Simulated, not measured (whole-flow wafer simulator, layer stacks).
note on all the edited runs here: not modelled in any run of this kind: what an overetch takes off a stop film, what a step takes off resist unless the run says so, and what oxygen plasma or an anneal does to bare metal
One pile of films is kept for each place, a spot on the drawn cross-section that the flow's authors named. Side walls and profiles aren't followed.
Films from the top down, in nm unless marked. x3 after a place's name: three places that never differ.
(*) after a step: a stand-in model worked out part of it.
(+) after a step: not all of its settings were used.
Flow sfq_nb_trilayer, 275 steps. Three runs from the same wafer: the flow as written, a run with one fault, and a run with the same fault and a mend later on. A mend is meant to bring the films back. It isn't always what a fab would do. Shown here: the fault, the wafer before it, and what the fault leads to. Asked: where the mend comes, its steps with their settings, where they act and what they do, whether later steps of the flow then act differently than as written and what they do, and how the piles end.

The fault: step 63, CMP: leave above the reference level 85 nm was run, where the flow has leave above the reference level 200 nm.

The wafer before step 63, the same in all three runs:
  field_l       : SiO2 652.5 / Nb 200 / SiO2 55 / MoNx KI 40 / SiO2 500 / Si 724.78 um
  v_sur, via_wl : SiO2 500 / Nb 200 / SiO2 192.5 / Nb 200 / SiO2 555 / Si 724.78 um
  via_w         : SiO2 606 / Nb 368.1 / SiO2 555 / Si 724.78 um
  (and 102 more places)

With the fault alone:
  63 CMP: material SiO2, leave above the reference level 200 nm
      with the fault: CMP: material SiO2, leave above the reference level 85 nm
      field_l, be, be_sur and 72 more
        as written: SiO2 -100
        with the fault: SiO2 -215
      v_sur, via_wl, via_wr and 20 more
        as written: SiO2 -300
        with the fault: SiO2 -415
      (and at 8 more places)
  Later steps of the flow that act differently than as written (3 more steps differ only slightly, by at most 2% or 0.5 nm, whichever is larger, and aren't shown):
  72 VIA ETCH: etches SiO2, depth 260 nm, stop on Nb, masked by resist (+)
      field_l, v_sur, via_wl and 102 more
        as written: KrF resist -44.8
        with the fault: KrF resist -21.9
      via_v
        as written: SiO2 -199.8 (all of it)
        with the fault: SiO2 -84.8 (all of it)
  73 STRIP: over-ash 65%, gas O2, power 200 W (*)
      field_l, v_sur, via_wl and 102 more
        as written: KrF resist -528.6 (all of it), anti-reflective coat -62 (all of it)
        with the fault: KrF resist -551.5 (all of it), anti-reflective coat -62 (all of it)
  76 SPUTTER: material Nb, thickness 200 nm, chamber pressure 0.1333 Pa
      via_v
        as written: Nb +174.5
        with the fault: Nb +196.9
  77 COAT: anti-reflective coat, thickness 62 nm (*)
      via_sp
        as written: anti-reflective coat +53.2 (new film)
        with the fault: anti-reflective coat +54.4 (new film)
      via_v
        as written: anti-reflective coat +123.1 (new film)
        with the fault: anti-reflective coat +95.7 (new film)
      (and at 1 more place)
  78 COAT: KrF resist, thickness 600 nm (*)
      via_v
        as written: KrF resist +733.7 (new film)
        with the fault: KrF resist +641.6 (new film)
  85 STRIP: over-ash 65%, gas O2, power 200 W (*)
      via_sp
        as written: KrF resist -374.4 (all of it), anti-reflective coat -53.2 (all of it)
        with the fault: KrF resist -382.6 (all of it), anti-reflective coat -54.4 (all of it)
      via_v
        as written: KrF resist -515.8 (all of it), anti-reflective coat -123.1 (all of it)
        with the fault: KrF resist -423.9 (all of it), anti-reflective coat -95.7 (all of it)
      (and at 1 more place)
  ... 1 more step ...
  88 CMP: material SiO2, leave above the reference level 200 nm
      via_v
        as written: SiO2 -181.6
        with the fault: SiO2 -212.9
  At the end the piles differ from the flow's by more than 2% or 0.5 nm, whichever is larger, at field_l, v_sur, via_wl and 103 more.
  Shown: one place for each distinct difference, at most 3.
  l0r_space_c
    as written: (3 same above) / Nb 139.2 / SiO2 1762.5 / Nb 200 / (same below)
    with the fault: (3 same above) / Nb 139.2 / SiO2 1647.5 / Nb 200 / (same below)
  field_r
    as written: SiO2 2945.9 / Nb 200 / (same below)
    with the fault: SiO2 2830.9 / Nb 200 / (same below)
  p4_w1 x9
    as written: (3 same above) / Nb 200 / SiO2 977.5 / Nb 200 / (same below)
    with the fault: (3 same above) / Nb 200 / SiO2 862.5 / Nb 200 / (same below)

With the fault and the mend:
  The mend comes after step 64.
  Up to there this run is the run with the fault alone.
  64a PECVD: material SiO2, thickness 115 nm, 150 C, 25.56 s, RF power 183.3 W, pressure 2.4 Torr, precursor SiH4/N2O (the flow's step 62 once more, with other settings)
      field_l, v_sur, via_wl and 103 more
        SiO2 +115
  No later step of the flow acts differently than as written at any place that is followed.
  At the end the piles are the same as the flow's at every place that both follow.
